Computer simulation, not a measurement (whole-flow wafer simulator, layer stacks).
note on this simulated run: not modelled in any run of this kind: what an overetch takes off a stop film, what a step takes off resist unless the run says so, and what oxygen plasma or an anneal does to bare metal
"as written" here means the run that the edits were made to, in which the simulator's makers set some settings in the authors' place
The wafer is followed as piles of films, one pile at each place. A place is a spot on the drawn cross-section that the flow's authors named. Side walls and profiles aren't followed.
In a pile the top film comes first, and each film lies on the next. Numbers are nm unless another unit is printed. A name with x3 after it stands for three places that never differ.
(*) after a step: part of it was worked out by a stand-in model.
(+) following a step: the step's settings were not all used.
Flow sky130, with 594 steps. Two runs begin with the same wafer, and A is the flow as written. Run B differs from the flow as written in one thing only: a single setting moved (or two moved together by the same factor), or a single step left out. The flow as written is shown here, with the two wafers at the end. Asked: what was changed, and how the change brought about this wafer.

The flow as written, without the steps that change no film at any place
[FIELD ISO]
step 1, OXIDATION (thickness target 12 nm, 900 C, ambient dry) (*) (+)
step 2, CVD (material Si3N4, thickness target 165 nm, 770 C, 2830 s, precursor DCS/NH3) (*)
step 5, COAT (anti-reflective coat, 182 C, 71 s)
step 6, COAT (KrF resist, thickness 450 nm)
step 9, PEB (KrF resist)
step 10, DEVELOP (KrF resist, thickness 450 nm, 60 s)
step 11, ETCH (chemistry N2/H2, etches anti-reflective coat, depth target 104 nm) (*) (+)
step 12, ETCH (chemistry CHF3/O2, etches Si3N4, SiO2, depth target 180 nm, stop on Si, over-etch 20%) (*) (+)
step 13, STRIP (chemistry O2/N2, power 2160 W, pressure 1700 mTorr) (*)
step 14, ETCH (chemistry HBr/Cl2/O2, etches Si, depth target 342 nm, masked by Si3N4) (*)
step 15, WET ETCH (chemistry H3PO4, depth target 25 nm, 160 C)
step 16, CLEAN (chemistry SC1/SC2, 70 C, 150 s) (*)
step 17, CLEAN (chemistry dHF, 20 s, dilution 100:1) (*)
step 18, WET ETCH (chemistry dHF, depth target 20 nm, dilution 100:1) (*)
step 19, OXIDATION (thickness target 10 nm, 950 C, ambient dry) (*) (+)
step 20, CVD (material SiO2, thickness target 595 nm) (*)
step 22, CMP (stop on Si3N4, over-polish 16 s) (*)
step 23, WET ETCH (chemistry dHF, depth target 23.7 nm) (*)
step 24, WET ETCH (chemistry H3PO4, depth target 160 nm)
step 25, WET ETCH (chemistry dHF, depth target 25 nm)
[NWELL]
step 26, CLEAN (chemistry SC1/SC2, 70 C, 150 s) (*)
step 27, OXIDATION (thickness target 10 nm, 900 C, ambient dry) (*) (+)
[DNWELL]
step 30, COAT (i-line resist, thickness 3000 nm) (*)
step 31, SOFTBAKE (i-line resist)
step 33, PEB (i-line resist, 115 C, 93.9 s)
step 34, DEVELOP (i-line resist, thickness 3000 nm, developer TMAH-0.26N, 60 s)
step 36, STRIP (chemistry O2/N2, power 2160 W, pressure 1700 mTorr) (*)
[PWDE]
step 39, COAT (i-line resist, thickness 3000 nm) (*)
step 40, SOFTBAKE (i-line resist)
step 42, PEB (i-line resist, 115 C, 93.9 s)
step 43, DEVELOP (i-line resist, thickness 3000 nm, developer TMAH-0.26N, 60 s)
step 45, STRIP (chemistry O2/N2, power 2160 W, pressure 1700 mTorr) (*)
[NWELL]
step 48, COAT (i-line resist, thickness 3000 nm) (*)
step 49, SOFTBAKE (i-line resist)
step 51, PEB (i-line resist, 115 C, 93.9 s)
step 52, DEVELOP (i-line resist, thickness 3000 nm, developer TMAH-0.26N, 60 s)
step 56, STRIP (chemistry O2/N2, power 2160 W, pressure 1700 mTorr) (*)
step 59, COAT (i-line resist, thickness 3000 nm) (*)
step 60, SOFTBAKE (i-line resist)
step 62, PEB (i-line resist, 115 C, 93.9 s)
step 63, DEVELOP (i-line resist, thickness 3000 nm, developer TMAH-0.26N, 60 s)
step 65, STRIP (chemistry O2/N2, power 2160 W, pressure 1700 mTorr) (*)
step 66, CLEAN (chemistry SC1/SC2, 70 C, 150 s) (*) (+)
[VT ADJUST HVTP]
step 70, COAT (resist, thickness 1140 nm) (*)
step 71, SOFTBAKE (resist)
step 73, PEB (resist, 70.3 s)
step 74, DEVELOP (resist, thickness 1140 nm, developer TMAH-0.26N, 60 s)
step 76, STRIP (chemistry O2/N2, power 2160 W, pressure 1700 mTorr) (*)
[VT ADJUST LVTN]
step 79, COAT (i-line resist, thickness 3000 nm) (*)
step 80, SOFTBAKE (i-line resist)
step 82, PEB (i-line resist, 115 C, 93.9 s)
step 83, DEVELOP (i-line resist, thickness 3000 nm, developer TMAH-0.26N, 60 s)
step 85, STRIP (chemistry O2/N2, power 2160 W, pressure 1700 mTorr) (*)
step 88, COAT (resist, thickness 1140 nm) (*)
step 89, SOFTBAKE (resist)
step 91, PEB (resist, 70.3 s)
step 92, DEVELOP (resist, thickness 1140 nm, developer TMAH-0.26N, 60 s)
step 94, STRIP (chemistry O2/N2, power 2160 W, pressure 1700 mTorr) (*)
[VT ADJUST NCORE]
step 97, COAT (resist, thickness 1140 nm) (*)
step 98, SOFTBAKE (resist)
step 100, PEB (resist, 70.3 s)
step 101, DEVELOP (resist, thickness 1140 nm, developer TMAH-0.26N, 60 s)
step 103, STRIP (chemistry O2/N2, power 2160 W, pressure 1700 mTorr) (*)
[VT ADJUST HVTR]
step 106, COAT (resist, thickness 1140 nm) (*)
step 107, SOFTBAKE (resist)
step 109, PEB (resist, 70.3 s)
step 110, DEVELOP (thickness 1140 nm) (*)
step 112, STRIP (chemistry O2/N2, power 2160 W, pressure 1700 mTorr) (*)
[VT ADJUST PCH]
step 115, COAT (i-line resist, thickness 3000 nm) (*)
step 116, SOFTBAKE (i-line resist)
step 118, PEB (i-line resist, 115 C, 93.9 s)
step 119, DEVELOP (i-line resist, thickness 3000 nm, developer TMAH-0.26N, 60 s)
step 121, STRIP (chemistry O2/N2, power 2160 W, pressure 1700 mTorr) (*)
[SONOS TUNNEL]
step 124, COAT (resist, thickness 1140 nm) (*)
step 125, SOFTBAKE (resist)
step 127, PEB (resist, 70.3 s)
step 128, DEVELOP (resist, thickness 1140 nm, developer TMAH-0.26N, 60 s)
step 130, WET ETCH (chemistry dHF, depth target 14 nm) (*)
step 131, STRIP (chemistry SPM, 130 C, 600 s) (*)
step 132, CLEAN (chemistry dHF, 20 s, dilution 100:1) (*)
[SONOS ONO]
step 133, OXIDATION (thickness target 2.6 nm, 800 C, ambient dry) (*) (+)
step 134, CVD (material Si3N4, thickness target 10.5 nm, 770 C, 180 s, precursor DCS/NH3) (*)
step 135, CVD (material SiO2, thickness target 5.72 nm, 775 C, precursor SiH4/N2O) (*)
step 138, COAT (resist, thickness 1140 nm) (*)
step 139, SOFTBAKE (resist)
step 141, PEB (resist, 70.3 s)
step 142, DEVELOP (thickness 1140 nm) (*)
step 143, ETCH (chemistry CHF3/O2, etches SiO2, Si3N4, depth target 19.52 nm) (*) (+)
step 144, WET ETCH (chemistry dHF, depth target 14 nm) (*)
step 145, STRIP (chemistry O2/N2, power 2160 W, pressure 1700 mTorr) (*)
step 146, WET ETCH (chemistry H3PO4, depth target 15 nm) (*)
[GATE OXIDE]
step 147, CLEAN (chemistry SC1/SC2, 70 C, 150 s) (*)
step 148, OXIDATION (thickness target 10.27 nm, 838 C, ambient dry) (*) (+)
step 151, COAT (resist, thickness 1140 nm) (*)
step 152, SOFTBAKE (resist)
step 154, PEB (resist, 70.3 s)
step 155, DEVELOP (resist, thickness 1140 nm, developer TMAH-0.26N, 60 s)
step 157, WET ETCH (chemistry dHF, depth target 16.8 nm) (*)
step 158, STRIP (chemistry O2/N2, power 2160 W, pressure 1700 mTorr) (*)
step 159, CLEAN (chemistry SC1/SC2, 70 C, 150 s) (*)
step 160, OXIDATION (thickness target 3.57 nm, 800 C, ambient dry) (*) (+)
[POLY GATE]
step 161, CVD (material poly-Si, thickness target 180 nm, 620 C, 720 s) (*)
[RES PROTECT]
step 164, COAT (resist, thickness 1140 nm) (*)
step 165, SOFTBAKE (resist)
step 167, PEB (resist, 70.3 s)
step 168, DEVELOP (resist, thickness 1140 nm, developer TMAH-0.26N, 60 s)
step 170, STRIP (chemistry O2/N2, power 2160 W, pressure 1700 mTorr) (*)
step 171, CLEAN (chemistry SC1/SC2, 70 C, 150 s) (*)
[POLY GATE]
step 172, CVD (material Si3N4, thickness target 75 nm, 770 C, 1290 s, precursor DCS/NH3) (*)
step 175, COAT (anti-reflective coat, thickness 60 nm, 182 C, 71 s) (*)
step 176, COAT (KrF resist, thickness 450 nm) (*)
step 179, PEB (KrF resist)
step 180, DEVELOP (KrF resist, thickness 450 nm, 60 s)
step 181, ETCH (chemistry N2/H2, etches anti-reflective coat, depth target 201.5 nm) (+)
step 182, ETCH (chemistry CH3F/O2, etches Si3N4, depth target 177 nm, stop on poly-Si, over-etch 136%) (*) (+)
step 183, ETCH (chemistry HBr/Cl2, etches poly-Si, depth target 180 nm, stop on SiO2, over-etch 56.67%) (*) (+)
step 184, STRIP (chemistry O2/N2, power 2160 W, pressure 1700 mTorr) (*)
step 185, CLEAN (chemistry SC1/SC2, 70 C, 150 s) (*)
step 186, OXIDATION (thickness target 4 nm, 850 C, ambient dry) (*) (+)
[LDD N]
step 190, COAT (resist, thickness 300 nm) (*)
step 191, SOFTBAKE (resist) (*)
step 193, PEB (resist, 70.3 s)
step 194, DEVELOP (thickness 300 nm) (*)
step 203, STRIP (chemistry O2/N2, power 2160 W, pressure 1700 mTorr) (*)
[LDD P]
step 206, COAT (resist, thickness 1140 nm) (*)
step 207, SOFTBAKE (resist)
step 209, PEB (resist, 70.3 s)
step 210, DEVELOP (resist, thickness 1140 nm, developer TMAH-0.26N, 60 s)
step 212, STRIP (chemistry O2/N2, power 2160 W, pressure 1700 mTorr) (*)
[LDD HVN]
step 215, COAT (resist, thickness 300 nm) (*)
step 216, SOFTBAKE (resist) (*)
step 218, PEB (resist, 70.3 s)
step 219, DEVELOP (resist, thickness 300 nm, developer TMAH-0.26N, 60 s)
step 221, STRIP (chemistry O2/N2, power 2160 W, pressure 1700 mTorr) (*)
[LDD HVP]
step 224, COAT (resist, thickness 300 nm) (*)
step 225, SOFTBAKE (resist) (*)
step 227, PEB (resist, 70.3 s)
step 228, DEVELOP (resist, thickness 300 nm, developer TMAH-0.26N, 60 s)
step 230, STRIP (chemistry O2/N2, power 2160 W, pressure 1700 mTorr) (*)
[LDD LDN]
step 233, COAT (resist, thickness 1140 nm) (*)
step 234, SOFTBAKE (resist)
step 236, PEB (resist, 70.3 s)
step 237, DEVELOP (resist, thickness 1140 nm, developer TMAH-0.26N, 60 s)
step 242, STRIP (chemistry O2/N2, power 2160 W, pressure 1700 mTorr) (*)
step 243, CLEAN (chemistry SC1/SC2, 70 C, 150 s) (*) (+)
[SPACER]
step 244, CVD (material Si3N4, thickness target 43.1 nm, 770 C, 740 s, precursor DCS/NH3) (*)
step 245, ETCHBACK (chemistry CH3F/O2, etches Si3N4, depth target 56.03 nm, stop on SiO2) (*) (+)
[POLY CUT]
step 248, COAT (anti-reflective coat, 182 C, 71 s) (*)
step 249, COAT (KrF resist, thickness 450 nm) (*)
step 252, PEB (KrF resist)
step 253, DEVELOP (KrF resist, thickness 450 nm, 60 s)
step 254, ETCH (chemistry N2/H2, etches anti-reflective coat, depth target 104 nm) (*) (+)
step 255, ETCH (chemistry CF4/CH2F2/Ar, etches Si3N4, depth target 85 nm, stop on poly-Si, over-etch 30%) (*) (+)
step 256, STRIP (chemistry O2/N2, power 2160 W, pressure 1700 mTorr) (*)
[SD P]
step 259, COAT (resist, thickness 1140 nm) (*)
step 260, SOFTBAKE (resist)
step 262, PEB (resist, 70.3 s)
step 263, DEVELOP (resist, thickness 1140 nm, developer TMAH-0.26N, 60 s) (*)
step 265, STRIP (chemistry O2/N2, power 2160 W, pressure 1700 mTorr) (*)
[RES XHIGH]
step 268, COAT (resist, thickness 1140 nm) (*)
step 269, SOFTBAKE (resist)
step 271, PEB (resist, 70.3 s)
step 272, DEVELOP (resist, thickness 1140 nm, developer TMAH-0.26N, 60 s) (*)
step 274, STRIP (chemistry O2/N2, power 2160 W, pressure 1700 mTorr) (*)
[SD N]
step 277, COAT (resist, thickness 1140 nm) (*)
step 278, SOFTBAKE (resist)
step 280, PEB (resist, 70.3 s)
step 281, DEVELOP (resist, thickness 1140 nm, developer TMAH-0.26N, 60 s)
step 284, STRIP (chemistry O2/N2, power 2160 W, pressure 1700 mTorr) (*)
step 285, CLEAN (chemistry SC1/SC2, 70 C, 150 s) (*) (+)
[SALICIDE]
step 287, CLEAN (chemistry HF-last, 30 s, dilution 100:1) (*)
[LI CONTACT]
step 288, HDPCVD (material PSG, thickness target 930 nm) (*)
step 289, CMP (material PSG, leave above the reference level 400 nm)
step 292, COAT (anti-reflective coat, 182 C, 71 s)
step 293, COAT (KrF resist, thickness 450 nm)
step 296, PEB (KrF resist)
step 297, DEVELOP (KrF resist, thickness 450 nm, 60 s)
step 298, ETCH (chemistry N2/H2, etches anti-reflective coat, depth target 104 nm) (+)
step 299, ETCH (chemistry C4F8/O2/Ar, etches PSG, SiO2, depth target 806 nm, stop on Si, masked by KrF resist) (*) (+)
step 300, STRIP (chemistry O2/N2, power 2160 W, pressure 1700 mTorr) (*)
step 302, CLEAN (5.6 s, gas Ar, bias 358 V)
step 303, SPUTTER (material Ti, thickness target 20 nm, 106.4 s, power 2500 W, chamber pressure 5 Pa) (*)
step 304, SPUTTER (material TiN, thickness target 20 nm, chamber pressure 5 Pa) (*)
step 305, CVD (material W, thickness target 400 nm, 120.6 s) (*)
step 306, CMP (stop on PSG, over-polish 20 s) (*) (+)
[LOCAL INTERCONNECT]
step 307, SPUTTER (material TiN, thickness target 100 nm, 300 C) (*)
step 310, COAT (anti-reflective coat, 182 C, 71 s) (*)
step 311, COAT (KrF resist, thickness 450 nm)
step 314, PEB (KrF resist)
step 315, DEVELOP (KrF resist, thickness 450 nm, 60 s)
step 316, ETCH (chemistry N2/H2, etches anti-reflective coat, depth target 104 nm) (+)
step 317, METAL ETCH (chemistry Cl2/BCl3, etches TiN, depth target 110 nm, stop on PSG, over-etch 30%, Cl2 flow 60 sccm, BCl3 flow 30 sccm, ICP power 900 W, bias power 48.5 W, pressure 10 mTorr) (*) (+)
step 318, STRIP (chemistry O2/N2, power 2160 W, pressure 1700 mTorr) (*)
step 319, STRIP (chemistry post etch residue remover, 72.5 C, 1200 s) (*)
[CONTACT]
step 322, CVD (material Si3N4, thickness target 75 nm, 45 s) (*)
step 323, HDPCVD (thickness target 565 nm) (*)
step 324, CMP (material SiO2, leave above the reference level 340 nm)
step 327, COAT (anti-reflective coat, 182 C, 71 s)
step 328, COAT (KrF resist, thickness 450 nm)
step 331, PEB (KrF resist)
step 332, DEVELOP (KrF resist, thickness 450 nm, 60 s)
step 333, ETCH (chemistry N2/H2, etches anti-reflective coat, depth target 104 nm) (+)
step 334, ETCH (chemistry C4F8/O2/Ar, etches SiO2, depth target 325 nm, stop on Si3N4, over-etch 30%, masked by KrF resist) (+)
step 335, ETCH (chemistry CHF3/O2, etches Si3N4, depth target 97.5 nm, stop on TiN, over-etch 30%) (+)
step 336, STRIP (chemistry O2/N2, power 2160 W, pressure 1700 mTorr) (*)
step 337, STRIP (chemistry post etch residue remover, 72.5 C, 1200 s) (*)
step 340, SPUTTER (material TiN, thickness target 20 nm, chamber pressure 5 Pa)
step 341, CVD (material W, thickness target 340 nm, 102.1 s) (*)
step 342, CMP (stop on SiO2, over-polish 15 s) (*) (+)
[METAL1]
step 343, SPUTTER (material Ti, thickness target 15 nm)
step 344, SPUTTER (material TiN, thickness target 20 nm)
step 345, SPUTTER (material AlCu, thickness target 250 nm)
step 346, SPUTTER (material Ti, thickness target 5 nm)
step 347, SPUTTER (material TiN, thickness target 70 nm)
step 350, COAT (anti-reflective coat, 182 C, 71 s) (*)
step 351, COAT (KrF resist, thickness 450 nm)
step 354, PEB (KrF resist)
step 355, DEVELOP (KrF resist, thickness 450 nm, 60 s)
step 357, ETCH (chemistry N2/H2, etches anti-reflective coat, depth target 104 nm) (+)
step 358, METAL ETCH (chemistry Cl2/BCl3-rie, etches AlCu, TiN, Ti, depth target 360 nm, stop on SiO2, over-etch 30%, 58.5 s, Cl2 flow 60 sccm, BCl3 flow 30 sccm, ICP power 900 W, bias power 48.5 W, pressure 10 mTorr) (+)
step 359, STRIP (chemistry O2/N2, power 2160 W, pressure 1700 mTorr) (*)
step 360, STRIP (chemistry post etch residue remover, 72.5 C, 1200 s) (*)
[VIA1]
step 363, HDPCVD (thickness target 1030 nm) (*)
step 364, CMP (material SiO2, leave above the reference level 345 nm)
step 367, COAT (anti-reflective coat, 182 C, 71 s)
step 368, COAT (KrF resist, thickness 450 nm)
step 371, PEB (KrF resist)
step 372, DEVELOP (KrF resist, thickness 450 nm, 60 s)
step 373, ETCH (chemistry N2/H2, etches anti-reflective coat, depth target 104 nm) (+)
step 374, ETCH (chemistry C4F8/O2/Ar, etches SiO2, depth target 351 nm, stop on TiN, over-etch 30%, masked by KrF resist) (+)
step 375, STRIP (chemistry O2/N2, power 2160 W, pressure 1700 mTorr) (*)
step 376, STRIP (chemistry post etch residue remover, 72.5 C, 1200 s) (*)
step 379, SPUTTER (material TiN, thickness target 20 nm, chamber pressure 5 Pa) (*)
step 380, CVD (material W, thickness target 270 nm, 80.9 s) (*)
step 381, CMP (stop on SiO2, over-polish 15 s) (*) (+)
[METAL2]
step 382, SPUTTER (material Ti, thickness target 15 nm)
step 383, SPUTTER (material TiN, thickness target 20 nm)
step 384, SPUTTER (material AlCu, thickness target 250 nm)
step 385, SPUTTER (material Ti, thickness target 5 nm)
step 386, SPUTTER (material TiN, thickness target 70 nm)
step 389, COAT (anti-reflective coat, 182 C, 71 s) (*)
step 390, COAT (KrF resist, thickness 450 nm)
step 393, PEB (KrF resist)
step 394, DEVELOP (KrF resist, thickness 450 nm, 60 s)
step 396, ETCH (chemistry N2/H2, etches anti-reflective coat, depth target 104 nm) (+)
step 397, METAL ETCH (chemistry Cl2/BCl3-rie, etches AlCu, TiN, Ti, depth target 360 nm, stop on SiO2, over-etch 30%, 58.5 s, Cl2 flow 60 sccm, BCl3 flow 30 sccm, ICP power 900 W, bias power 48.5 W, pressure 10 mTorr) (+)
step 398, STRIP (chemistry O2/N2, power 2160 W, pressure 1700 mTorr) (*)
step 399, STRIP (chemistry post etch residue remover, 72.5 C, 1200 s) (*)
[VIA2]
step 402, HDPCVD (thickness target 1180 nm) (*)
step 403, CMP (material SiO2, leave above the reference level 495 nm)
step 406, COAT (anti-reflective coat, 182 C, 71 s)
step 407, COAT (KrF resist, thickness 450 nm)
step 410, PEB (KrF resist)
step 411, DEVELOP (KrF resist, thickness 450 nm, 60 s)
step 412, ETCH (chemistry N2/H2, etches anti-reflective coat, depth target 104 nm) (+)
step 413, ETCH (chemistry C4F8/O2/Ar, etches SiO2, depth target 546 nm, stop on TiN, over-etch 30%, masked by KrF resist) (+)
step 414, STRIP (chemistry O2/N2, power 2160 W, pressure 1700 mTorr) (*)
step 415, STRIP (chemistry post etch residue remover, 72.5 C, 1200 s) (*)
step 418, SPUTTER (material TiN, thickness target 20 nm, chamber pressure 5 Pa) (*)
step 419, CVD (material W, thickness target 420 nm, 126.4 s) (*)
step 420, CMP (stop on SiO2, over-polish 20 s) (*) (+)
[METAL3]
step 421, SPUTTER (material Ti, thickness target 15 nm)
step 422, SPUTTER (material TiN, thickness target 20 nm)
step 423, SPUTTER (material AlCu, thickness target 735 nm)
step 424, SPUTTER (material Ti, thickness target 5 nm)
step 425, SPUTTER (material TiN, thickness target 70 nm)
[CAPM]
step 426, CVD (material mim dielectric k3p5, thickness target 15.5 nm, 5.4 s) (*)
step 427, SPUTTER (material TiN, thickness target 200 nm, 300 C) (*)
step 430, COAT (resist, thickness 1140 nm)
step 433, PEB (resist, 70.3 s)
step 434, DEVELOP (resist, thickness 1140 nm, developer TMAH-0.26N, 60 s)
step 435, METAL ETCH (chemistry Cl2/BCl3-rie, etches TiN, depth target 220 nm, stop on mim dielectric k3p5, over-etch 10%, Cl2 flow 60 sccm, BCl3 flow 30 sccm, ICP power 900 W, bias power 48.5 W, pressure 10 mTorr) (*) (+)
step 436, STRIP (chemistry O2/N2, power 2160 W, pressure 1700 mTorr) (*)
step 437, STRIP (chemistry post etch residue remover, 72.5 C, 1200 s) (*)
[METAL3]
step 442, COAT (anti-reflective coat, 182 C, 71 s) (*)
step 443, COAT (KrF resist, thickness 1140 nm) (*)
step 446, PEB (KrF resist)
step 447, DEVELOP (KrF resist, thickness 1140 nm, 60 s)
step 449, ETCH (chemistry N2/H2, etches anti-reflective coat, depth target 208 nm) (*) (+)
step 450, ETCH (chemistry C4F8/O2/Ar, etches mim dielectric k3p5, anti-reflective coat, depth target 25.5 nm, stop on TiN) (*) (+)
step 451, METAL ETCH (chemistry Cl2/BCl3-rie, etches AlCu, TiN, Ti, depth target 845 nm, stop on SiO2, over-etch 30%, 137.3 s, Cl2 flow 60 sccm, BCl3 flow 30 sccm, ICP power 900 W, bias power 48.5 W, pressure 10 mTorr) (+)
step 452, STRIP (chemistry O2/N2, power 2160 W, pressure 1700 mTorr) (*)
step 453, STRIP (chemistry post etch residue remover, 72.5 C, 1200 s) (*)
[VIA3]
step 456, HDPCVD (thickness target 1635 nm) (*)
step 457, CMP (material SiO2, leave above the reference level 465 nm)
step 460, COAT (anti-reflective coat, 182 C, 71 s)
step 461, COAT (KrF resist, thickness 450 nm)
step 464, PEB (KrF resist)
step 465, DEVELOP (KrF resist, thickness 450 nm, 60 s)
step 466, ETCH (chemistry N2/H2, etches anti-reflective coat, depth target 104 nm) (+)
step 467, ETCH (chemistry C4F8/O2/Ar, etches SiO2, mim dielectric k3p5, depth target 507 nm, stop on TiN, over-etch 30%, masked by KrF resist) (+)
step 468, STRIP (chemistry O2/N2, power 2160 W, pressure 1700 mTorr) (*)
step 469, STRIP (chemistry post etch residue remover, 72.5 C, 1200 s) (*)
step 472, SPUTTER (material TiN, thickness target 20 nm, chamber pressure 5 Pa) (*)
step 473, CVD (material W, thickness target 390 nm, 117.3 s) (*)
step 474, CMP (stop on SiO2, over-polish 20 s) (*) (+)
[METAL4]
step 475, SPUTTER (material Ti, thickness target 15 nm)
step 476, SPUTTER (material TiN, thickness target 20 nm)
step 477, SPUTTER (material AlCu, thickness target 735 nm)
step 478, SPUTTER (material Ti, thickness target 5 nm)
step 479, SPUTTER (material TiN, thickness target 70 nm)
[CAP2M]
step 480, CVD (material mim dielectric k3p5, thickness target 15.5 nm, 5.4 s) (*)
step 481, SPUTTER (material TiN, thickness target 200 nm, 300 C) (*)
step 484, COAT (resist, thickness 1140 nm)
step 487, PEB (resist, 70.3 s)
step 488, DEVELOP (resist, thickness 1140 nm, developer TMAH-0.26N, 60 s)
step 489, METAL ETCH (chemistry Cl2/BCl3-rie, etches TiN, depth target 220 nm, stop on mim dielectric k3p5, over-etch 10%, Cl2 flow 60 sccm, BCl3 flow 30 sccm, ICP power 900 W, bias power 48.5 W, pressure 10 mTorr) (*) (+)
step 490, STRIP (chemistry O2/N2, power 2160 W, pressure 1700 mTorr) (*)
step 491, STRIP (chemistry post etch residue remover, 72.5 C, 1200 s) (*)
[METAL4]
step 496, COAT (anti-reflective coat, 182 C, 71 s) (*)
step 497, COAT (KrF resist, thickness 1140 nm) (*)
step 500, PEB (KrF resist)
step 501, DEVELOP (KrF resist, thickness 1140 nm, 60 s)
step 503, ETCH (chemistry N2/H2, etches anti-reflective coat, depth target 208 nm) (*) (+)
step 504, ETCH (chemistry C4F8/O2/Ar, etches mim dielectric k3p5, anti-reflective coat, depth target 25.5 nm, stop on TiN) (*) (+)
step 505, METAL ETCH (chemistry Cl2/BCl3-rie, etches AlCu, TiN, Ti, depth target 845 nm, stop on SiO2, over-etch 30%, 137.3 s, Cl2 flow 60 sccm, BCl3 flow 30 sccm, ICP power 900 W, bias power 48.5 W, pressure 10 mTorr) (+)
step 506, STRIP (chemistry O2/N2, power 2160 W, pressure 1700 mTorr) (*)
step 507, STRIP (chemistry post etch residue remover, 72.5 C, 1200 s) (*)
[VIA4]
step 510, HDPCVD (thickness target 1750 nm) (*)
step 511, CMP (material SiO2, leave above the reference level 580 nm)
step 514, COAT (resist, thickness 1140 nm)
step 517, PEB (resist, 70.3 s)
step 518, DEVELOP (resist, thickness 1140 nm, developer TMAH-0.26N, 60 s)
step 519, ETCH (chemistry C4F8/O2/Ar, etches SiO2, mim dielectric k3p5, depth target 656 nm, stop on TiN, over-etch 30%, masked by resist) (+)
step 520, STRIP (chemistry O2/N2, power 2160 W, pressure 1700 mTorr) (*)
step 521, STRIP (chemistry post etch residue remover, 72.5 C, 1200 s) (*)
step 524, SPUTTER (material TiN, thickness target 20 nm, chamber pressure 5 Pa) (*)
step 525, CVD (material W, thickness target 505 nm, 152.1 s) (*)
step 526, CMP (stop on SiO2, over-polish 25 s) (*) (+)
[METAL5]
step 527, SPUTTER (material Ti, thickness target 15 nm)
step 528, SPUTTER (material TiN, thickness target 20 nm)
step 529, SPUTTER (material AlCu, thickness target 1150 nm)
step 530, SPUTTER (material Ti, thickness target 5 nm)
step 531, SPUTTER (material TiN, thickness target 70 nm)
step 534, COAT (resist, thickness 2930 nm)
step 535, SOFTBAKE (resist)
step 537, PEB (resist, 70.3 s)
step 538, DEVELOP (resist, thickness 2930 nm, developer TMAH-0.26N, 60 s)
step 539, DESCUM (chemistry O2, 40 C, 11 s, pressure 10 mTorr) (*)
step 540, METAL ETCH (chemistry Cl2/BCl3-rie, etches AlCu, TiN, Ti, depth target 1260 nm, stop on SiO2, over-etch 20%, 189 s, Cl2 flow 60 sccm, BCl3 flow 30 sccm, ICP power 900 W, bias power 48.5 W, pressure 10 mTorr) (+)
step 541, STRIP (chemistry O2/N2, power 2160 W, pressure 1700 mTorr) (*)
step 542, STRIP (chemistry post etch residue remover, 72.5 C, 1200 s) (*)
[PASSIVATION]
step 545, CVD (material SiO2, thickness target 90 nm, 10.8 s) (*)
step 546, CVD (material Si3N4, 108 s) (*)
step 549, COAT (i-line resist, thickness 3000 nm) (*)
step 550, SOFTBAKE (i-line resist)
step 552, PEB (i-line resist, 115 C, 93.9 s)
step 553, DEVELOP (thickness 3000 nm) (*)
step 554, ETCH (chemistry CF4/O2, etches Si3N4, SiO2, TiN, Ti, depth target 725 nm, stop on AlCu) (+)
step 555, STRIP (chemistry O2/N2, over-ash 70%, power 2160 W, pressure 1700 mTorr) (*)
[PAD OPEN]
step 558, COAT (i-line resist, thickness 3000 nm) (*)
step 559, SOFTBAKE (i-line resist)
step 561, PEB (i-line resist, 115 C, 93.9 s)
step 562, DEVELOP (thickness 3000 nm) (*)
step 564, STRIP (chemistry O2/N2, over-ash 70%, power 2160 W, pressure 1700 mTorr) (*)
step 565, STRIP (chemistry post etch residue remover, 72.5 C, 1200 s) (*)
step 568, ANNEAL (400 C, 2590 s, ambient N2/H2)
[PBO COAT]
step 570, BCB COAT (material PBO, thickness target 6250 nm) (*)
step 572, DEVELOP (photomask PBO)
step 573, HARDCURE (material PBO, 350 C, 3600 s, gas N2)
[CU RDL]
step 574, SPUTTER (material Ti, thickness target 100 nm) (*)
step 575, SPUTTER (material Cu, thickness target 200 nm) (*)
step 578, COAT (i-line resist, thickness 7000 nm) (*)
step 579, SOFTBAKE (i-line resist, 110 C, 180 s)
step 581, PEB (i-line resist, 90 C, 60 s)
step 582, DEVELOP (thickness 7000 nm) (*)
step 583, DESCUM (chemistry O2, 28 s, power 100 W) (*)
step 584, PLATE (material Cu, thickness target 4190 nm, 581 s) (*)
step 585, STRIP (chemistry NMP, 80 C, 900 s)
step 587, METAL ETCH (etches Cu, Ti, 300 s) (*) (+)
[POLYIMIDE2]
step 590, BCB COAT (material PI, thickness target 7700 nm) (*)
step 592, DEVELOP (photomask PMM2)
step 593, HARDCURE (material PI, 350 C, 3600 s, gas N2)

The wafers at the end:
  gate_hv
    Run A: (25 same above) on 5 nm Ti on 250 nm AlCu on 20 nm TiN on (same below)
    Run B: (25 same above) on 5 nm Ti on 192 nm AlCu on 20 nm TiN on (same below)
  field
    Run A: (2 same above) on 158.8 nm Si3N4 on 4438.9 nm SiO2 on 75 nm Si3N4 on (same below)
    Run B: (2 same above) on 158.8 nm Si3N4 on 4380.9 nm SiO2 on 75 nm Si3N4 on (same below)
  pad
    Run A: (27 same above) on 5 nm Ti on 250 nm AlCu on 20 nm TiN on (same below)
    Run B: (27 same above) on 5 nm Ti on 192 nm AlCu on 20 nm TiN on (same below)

What caused this: step 345, SPUTTER: thickness target 192 nm was run, while the flow as written has thickness target 250 nm.
The wafer lets one read it off: gate_hv has AlCu 192, and step 345 as written asks for 250 nm.

Step by step, how the change led to this:
  step 345, SPUTTER (material AlCu, thickness target 250 nm)
      field, active, n_well and 188 more: A AlCu gains 250 (new film) | B AlCu gains 192 (new film)
  step 358, METAL ETCH (chemistry Cl2/BCl3-rie, etches AlCu, TiN, Ti, depth target 360 nm, stop on SiO2, over-etch 30%, 58.5 s, Cl2 flow 60 sccm, BCl3 flow 30 sccm, ICP power 900 W, bias power 48.5 W, pressure 10 mTorr) (+)
      field, active, gate and 81 more: A TiN loses 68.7 (all of it), Ti loses 5 (all of it), AlCu loses 250 (all of it), TiN loses 20 (all of it), Ti loses 15 (all of it), SiO2 loses 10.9 | B TiN loses 68.7 (all of it), Ti loses 5 (all of it), AlCu loses 192 (all of it), TiN loses 20 (all of it), Ti loses 15 (all of it), SiO2 loses 16.7
  step 364, CMP (material SiO2, leave above the reference level 345 nm)
      field, active, gate and 81 more: A SiO2 loses 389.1 | B SiO2 loses 441.3
